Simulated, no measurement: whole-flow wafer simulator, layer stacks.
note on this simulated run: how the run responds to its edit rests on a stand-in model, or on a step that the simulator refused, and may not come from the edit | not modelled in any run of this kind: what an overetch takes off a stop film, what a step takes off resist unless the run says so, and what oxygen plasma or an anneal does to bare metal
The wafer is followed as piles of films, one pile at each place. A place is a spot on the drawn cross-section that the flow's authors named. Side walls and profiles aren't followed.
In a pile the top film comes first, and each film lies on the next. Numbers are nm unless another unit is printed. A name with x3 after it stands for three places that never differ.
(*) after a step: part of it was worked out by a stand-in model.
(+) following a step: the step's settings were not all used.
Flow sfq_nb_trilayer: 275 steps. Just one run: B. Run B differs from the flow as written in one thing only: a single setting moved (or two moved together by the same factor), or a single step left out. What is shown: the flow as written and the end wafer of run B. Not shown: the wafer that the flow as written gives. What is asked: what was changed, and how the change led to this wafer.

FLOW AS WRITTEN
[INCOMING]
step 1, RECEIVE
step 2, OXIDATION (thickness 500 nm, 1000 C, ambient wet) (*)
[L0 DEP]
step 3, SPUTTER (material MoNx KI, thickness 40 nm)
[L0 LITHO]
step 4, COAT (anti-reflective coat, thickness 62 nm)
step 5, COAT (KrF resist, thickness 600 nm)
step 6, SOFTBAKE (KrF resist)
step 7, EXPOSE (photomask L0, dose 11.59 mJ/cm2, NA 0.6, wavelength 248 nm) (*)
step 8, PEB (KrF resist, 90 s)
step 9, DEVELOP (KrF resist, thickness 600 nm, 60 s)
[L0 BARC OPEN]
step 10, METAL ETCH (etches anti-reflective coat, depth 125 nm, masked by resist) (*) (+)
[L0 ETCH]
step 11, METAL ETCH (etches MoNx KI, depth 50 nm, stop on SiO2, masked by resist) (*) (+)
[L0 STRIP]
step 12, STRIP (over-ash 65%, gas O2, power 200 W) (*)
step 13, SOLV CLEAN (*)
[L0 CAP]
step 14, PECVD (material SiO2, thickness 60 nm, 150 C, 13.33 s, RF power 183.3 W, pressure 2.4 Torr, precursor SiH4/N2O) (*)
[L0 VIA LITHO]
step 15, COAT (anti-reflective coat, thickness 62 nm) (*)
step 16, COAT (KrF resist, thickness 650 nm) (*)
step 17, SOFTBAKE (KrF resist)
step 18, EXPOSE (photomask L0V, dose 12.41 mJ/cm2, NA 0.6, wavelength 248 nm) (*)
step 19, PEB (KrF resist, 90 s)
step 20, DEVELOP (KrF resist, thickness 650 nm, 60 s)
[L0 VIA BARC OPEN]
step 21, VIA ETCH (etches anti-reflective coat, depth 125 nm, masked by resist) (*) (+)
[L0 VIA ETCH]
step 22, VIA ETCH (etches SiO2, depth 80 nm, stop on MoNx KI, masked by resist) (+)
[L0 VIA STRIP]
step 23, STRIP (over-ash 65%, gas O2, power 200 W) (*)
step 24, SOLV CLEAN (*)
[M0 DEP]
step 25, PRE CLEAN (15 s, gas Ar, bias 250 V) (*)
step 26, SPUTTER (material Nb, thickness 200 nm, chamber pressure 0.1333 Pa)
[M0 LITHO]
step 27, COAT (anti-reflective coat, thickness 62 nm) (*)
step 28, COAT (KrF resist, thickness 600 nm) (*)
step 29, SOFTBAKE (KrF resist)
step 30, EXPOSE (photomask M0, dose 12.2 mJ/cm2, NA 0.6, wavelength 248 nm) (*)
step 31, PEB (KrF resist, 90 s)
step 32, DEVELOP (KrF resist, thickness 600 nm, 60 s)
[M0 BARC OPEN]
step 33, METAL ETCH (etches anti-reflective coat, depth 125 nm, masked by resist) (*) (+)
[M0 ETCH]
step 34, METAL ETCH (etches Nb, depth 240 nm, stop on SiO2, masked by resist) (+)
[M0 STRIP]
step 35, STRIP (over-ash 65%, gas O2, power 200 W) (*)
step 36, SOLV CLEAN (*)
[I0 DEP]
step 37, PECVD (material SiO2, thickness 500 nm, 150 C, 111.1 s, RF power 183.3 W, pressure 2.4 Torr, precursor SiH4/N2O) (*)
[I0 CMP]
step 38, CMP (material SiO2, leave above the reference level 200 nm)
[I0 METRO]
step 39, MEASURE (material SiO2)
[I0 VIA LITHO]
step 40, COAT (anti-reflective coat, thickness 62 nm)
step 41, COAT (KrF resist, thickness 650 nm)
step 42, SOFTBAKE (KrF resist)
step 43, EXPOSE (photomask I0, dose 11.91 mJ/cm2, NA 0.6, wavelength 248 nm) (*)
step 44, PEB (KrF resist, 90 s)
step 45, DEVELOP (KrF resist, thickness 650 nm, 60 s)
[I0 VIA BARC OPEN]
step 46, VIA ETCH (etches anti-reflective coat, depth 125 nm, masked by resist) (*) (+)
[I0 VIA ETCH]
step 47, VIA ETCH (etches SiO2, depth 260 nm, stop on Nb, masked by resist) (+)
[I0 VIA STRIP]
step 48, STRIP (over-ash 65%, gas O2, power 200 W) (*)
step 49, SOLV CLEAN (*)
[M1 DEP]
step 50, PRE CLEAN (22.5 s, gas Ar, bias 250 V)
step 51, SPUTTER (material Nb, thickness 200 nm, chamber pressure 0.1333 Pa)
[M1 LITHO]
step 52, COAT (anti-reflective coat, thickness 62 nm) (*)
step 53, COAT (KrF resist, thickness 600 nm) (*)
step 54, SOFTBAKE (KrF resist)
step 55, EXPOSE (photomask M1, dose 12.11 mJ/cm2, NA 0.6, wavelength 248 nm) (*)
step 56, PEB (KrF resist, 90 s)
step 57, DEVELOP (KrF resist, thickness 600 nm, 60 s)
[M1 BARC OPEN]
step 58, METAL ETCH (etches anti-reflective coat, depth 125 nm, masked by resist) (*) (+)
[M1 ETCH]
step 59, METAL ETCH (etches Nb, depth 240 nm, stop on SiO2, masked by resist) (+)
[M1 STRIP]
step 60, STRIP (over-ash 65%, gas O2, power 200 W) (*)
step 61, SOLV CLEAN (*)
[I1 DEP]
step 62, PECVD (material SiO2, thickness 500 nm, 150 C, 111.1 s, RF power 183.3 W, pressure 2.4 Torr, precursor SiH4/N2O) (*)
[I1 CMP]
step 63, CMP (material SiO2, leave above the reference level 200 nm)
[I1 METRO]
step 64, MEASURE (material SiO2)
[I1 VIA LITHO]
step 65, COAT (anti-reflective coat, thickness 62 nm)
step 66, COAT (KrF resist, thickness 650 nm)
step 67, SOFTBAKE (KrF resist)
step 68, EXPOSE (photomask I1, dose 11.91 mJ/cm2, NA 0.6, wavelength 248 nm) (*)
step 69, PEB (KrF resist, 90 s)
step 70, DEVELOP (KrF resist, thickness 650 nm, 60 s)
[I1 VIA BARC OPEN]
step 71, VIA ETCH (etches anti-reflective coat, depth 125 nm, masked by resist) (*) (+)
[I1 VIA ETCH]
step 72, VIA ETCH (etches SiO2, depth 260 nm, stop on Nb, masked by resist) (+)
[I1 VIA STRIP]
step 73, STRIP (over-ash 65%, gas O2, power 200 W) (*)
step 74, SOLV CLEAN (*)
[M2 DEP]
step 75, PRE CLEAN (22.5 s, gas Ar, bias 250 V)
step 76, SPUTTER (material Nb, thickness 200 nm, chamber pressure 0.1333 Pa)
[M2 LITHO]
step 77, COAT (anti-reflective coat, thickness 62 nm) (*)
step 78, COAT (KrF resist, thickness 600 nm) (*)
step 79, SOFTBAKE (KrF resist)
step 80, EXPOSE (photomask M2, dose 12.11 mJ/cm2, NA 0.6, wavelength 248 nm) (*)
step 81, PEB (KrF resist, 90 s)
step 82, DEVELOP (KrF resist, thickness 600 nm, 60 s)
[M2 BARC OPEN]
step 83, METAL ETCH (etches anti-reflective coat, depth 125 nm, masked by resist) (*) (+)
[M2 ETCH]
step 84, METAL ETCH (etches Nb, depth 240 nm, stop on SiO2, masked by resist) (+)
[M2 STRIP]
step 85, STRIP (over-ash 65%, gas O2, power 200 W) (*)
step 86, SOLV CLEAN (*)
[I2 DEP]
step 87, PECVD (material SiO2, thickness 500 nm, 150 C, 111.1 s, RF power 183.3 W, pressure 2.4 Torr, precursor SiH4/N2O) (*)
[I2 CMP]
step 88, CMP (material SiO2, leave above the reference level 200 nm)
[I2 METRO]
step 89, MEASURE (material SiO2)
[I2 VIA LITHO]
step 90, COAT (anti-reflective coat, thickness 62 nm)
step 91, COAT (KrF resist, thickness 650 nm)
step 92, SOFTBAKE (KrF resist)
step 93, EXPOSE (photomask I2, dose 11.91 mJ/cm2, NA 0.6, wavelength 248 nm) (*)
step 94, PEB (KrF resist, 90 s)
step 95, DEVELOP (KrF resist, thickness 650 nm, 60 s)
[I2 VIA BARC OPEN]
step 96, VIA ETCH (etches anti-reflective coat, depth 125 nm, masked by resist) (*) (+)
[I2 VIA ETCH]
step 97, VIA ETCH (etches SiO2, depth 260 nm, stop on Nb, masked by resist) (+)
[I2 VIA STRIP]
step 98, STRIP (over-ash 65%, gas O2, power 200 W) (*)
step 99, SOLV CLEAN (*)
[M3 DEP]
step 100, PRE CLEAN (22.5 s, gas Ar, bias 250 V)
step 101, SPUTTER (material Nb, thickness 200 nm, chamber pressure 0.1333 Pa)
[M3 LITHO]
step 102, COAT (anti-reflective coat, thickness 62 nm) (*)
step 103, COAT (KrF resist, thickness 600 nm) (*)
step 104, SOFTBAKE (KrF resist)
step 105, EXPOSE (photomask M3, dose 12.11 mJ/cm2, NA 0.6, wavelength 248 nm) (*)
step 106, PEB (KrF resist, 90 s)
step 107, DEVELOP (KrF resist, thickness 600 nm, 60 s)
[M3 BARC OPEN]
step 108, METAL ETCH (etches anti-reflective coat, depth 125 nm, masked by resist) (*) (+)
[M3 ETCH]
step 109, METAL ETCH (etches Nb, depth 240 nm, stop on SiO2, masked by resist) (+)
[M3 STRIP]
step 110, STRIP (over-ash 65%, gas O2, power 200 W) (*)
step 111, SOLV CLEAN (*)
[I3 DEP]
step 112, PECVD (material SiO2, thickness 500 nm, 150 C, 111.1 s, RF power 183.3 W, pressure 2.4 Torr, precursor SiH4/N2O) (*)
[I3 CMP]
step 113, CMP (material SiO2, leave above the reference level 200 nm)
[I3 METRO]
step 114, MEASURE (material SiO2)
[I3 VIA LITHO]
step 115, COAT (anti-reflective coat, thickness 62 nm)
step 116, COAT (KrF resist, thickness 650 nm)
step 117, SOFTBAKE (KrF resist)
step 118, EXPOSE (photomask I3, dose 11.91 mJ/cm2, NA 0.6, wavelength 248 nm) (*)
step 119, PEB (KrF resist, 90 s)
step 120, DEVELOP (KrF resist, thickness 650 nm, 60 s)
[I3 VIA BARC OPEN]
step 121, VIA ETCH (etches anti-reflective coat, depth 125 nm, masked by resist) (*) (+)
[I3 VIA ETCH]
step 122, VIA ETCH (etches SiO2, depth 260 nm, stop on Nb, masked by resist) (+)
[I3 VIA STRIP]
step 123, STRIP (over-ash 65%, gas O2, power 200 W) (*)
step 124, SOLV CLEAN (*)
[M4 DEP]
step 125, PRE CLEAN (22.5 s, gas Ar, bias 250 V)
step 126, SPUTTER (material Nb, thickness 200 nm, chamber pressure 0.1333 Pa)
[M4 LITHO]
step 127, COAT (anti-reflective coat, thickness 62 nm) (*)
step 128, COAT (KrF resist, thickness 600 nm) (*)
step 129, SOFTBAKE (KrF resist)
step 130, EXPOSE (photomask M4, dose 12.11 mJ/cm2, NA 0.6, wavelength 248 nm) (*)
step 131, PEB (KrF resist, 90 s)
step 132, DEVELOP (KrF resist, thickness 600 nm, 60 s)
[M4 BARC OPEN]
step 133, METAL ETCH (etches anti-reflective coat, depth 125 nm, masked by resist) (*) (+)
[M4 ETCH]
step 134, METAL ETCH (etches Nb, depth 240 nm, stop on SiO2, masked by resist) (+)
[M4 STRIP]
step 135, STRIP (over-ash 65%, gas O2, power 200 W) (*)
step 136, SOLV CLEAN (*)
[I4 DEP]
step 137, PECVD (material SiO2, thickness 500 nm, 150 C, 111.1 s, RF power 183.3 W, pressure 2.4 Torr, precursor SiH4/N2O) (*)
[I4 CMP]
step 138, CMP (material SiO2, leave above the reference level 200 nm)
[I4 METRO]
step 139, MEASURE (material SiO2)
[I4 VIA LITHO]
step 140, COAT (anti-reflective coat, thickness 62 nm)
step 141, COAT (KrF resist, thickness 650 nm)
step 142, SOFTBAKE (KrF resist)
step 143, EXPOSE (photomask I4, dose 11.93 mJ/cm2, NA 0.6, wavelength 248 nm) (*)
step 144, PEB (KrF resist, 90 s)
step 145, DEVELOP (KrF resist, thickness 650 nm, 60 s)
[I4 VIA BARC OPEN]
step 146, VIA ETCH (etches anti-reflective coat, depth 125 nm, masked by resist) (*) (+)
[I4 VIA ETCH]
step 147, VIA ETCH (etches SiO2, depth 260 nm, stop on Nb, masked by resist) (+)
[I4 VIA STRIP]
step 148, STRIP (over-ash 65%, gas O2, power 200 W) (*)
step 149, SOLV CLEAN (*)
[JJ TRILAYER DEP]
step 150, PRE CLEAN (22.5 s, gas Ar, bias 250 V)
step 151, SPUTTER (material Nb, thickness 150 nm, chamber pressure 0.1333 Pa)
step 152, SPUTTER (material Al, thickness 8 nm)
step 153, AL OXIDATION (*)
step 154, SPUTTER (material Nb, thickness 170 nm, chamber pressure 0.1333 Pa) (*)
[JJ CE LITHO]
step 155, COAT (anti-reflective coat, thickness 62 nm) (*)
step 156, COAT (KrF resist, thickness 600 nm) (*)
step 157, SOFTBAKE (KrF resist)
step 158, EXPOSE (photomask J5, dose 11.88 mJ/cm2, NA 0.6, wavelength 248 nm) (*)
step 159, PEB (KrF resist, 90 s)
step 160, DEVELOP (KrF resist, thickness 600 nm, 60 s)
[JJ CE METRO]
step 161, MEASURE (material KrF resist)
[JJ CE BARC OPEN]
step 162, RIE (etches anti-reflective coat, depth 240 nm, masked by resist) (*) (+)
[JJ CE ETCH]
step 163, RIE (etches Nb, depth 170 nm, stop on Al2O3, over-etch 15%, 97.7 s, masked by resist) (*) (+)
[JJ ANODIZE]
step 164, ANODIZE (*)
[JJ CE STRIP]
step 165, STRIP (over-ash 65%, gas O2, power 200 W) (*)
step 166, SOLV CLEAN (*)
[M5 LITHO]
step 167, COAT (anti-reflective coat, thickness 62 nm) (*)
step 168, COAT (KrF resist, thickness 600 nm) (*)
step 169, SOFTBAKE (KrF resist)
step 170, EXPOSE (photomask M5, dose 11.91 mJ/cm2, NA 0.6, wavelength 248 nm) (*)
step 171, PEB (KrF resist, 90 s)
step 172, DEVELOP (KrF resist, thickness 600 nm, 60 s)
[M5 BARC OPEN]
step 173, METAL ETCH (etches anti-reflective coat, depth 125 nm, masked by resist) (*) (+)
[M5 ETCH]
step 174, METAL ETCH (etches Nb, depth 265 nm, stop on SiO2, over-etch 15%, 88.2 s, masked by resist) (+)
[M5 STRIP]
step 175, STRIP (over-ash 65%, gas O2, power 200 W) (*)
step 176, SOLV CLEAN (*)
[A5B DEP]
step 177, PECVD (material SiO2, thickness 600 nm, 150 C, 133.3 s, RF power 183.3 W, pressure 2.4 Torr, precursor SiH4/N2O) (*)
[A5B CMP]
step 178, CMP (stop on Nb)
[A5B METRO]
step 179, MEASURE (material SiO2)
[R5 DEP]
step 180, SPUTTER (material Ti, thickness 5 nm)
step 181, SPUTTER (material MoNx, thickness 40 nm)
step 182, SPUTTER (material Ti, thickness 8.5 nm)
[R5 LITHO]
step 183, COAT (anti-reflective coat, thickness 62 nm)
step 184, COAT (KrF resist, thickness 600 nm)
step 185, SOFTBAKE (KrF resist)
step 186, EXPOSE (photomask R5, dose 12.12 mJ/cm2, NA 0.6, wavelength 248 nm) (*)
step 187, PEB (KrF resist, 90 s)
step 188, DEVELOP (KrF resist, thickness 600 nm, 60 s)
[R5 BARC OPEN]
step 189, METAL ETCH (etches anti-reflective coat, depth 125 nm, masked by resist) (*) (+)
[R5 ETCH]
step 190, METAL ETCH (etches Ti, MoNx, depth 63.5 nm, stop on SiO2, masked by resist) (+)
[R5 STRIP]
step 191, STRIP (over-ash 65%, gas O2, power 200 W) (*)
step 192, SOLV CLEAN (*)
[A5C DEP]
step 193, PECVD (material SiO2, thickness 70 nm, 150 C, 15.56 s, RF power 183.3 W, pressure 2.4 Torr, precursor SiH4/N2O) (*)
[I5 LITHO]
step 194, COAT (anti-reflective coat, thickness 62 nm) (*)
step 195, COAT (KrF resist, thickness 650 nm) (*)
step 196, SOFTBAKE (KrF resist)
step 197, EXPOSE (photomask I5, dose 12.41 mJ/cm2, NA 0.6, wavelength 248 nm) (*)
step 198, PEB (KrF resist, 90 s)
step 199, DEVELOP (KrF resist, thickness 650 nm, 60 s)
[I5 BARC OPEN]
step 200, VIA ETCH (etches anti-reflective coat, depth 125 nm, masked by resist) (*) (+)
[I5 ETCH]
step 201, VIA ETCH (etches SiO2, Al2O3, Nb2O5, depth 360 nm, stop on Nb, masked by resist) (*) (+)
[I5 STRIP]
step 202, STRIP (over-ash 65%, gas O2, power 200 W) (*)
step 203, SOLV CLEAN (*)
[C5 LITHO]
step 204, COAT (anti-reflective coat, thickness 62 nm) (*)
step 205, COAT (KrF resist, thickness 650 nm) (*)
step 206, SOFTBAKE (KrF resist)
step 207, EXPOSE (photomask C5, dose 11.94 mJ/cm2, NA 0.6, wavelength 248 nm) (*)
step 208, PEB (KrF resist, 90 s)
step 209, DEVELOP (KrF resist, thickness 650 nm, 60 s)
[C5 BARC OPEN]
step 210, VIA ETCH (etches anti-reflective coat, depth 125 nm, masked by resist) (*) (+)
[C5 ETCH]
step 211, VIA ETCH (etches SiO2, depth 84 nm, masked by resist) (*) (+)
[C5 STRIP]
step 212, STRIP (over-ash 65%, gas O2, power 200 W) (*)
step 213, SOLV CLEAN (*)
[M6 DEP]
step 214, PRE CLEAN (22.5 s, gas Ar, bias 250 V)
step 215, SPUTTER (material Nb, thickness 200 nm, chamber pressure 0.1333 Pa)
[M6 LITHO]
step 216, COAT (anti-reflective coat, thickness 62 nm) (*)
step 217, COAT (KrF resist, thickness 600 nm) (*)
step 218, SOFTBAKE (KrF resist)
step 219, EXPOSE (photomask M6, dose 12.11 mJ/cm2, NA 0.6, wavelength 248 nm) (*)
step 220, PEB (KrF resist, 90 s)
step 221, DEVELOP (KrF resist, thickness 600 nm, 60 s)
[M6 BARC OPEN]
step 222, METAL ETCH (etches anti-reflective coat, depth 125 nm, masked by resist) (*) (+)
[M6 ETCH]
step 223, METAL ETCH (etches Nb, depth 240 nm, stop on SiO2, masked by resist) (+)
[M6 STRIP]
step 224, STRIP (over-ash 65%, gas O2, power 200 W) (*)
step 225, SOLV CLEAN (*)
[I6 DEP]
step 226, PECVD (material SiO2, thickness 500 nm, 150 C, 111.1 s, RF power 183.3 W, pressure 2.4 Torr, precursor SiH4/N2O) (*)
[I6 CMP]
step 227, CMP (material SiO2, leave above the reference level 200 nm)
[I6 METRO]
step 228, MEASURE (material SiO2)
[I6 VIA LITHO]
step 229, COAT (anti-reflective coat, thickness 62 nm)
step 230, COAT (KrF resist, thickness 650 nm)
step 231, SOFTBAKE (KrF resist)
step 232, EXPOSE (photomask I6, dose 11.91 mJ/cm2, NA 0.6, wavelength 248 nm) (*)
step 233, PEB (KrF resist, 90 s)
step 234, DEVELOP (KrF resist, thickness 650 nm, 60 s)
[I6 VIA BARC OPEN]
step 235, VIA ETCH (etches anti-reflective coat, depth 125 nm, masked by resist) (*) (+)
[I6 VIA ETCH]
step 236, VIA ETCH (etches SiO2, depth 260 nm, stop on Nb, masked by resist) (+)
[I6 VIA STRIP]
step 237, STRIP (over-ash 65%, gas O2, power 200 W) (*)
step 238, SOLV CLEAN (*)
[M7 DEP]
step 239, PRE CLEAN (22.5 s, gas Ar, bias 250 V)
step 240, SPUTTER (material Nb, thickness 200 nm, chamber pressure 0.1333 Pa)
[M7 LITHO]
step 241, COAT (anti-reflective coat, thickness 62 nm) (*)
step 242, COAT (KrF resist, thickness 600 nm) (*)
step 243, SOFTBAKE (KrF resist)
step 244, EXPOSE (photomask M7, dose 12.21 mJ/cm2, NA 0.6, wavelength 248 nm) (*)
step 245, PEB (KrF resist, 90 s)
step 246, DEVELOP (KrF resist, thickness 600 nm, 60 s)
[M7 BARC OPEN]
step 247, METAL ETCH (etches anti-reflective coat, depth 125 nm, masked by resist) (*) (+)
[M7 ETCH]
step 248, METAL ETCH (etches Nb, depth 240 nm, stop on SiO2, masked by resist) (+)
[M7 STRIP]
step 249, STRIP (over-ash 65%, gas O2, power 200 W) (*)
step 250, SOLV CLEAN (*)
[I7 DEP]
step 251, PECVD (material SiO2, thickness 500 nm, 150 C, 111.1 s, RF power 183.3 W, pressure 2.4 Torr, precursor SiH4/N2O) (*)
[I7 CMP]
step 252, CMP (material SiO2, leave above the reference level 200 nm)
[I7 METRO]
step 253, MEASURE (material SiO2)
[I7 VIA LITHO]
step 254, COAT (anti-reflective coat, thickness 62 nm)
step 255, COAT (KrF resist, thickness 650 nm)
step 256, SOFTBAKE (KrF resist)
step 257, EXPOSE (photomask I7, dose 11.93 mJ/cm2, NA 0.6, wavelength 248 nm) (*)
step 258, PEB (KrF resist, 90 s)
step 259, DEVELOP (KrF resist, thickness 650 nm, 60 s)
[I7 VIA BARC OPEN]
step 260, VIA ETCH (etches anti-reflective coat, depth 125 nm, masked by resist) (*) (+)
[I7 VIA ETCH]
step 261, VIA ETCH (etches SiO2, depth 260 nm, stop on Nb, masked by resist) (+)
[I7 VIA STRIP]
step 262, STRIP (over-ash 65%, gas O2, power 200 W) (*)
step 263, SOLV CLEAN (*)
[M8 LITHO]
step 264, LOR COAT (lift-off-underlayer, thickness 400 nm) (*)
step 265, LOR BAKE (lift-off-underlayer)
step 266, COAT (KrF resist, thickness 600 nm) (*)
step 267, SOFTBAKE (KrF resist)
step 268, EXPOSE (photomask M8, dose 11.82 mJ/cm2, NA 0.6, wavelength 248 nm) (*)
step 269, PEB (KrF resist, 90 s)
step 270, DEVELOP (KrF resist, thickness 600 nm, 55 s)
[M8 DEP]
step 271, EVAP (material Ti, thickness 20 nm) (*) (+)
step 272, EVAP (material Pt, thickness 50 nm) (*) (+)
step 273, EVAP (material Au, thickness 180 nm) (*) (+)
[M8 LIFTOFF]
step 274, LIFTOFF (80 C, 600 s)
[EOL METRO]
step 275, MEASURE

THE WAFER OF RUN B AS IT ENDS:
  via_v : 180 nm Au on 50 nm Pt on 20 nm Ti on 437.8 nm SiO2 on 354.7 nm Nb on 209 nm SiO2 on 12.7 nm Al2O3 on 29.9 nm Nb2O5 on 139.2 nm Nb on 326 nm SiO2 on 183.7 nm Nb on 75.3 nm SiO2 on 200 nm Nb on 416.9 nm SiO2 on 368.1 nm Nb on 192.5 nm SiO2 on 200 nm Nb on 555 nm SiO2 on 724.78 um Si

What caused this: step 122, VIA ETCH: depth 117 nm was run, whereas the flow has depth 260 nm.

The path from the change to this, step by step:
  step 122, VIA ETCH (etches SiO2, depth 260 nm, stop on Nb, masked by resist) (+)
      via_v: -117 SiO2 (it would be, as written: -199.8 SiO2 (all of it))
      field_l, v_sur, via_wl and 102 more: -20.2 KrF resist (it would be, as written: -44.8 KrF resist)
  step 123, STRIP (over-ash 65%, gas O2, power 200 W) (*)
      field_l, v_sur, via_wl and 102 more: -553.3 KrF resist (all of it), -62 anti-reflective coat (all of it) (it would be, as written: -528.6 KrF resist (all of it), -62 anti-reflective coat (all of it))
  step 125, PRE CLEAN (22.5 s, gas Ar, bias 250 V)
      via_v: -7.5 SiO2 (it would be, as written: -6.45 Nb)
  step 126, SPUTTER (material Nb, thickness 200 nm, chamber pressure 0.1333 Pa)
      via_v: +183.7 Nb (new film) (it would be, as written: +165.5 Nb)
  step 127, COAT (anti-reflective coat, thickness 62 nm) (*)
      via_sp: +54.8 anti-reflective coat (new film) (it would be, as written: +53 anti-reflective coat (new film))
      via_v: +105.9 anti-reflective coat (new film) (it would be, as written: +124.8 anti-reflective coat (new film))
      (also at 1 further place)
  step 128, COAT (KrF resist, thickness 600 nm) (*)
      via_v: +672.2 KrF resist (new film) (it would be, as written: +739.8 KrF resist (new film))
  step 135, STRIP (over-ash 65%, gas O2, power 200 W) (*)
      via_sp: -379.3 KrF resist (all of it), -54.8 anti-reflective coat (all of it) (it would be, as written: -373.9 KrF resist (all of it), -53 anti-reflective coat (all of it))
      via_v: -454.4 KrF resist (all of it), -105.9 anti-reflective coat (all of it) (it would be, as written: -521.8 KrF resist (all of it), -124.8 anti-reflective coat (all of it))
      (also at 1 further place)
  step 137, PECVD (material SiO2, thickness 500 nm, 150 C, 111.1 s, RF power 183.3 W, pressure 2.4 Torr, precursor SiH4/N2O) (*)
      via_v: +500 SiO2 (new film) (it would be, as written: +615 SiO2 (new film))
  step 138, CMP (material SiO2, leave above the reference level 200 nm)
      via_v: -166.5 SiO2 (it would be, as written: -181.6 SiO2)
Taking metal films that touch as one body, via_v has 7 bodies (between them, from the top down: SiO2 437.8; SiO2 209 / Al2O3 12.7 / Nb2O5 29.9; SiO2 326; SiO2 75.3; SiO2 416.9; SiO2 192.5); the flow as written gives 6 bodies (between them, from the top down: SiO2 437.8; SiO2 209 / Al2O3 12.7 / Nb2O5 29.9; SiO2 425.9; SiO2 416.9; SiO2 192.5).
